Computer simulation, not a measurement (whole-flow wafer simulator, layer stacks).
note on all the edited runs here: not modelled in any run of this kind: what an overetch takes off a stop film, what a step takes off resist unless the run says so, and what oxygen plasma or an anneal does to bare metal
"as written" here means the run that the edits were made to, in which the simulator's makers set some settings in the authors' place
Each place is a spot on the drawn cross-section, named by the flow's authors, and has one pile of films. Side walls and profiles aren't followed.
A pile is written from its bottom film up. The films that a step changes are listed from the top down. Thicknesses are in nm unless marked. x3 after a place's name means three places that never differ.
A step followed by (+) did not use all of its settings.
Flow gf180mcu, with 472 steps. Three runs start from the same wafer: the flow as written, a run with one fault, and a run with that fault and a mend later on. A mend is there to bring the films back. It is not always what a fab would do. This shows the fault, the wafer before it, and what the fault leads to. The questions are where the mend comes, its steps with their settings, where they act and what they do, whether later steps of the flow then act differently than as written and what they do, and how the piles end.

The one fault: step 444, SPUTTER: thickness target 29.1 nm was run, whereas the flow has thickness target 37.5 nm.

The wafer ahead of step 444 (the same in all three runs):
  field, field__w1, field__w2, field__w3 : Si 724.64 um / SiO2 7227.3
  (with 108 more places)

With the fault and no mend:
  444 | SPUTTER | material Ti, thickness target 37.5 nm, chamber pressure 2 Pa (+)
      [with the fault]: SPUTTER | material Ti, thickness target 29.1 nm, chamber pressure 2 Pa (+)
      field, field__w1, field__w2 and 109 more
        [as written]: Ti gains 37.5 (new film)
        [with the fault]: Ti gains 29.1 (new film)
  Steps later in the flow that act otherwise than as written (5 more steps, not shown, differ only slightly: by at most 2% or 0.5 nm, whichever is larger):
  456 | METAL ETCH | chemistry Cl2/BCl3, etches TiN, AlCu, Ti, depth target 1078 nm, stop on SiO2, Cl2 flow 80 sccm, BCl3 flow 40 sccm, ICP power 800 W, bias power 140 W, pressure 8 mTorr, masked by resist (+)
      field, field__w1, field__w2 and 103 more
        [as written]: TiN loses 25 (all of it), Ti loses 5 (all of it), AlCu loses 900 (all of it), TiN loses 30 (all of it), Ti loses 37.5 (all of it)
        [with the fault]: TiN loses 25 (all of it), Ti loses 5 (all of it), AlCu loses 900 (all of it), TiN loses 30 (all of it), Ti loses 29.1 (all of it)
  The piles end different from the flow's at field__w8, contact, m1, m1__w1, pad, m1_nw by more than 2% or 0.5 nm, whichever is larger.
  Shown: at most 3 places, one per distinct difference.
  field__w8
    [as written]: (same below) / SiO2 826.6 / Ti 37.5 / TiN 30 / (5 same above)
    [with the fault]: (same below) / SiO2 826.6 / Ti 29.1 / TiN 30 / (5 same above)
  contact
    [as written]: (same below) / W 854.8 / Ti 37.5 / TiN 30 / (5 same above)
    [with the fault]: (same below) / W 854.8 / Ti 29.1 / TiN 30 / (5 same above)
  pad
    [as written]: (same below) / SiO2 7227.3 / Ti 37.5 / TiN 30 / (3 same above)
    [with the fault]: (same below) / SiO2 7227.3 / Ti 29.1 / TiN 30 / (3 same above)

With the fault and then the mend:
  The mend stands after step 444.
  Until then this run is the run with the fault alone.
  444a | SPUTTER | material Ti, thickness target 8.4 nm, chamber pressure 2 Pa (+) (the flow's step 444, run once more with other settings)
      field, field__w1, field__w2 and 109 more
        Ti gains 8.4
  Later steps of the flow that are run all act as written at every place that is followed.
  By the end, the piles equal the flow's at every place that both follow.
